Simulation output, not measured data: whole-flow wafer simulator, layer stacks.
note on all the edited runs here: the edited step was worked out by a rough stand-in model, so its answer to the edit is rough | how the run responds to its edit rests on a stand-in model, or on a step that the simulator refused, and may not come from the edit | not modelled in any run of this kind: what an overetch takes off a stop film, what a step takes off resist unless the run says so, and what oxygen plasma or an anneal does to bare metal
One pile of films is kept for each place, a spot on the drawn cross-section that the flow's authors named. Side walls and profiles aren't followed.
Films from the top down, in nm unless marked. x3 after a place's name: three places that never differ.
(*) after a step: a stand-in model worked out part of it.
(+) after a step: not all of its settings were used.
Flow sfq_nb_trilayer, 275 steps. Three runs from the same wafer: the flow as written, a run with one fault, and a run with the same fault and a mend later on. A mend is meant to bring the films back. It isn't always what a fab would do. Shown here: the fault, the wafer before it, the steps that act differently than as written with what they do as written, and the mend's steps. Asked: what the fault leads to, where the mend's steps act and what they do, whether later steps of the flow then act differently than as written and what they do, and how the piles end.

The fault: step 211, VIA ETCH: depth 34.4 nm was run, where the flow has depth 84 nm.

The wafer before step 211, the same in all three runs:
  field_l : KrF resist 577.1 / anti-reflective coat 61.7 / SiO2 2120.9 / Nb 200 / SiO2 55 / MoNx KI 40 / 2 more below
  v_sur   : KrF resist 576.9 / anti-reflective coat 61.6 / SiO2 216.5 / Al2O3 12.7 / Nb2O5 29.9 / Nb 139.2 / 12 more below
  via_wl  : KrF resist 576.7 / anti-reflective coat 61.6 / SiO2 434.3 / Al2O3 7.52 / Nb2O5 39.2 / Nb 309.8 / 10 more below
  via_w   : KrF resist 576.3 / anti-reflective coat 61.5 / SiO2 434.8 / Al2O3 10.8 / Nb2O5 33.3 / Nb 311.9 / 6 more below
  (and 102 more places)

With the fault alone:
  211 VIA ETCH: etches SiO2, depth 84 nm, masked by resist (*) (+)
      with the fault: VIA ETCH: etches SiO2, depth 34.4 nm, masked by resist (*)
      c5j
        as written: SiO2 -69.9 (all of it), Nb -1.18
        with the fault: SiO2 -34.4
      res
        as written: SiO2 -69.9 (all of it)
        with the fault: SiO2 -34.4
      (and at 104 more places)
  Later steps of the flow that act differently than as written (4 more steps differ only slightly, by at most 2% or 0.5 nm, whichever is larger, and aren't shown):
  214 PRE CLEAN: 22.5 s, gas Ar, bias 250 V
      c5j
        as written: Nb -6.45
        with the fault: SiO2 -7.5
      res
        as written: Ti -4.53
        with the fault: SiO2 -7.5
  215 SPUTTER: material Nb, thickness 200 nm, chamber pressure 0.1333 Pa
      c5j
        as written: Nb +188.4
        with the fault: Nb +197.3 (new film)
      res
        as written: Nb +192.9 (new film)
        with the fault: Nb +200 (new film)
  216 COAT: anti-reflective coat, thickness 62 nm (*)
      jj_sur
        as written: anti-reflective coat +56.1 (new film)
        with the fault: anti-reflective coat +57.5 (new film)
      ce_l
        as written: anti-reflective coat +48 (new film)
        with the fault: anti-reflective coat +57.1 (new film)
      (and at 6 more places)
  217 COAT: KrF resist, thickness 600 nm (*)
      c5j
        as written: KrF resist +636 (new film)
        with the fault: KrF resist +620.9 (new film)
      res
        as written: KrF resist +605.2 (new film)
        with the fault: KrF resist +588.5 (new film)
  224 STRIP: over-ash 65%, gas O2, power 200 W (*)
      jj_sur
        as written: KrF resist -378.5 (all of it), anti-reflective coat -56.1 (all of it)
        with the fault: KrF resist -379.9 (all of it), anti-reflective coat -57.5 (all of it)
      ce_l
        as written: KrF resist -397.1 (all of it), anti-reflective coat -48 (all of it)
        with the fault: KrF resist -391.6 (all of it), anti-reflective coat -57.1 (all of it)
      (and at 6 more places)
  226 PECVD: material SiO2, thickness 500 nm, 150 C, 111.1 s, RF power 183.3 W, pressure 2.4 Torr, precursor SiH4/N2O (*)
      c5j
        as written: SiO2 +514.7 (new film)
        with the fault: SiO2 +500 (new film)
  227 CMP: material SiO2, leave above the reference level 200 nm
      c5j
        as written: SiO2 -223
        with the fault: SiO2 -252.8
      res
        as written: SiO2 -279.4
        with the fault: SiO2 -319
  At the end the piles differ from the flow's by more than 2% or 0.5 nm, whichever is larger, at c5j, res.
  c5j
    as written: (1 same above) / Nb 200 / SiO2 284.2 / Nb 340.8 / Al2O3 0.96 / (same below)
    with the fault: (1 same above) / Nb 200 / SiO2 239.7 / Nb 197.3 / SiO2 28 / Nb 160 / Al2O3 0.96 / (same below)
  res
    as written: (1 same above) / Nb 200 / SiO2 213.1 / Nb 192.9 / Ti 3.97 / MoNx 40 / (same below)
    with the fault: (1 same above) / Nb 200 / SiO2 173.5 / Nb 200 / SiO2 28 / Ti 8.5 / MoNx 40 / (same below)

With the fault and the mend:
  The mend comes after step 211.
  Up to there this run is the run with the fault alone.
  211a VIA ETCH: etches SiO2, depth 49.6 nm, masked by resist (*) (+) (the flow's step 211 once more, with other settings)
      field_l, v_sur, via_wl and 101 more
        KrF resist -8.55
      c5j
        SiO2 -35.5 (all of it), Nb -1.18
      res
        SiO2 -35.5 (all of it)
  No later step of the flow acts differently than as written at any place that is followed.
  At the end the piles are the same as the flow's at every place that both follow.
